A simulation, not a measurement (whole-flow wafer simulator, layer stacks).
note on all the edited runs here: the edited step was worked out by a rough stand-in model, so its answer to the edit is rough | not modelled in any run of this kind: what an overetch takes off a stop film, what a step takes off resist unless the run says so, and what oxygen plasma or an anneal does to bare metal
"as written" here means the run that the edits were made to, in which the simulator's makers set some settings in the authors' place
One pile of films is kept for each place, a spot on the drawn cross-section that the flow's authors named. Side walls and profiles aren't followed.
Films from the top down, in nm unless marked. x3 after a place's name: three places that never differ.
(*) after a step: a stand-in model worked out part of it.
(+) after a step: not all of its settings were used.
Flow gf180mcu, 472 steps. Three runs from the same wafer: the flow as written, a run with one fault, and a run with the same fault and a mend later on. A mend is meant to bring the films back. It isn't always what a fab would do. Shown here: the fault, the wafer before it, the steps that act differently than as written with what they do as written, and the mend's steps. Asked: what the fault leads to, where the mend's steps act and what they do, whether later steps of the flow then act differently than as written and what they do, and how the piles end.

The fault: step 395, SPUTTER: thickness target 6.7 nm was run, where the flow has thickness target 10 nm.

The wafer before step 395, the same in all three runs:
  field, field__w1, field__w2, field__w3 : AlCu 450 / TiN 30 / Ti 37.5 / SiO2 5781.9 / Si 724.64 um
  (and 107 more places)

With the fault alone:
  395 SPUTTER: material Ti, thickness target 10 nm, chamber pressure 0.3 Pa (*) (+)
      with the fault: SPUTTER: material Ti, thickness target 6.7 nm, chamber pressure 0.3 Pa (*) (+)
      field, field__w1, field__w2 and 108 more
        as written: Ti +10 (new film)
        with the fault: Ti +6.7 (new film)
  Later steps of the flow that act differently than as written (2 more steps differ only slightly, by at most 2% or 0.5 nm, whichever is larger, and aren't shown):
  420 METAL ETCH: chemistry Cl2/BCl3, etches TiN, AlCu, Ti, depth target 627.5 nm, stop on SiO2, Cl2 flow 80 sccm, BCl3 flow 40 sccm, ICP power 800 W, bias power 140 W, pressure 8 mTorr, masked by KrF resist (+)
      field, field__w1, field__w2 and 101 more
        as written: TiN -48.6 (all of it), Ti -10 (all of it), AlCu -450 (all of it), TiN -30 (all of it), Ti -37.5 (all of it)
        with the fault: TiN -48.6 (all of it), Ti -6.7 (all of it), AlCu -450 (all of it), TiN -30 (all of it), Ti -37.5 (all of it)
  At the end the piles differ from the flow's by more than 2% or 0.5 nm, whichever is larger, at field__w4, field__w8, contact, m1, m1__w1, mim, mim_1p0, m1_nw.
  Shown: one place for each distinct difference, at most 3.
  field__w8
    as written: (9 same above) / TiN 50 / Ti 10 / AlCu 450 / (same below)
    with the fault: (9 same above) / TiN 50 / Ti 6.7 / AlCu 450 / (same below)
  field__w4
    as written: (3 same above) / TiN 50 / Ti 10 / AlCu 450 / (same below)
    with the fault: (3 same above) / TiN 50 / Ti 6.7 / AlCu 450 / (same below)
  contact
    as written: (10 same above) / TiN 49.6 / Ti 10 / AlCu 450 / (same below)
    with the fault: (10 same above) / TiN 49.6 / Ti 6.7 / AlCu 450 / (same below)

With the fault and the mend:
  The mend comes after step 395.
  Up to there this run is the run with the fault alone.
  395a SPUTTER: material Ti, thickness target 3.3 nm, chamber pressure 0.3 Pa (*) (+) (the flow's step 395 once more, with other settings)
      field, field__w1, field__w2 and 108 more
        Ti +3.3
  No later step of the flow acts differently than as written at any place that is followed.
  At the end the piles are the same as the flow's at every place that both follow.
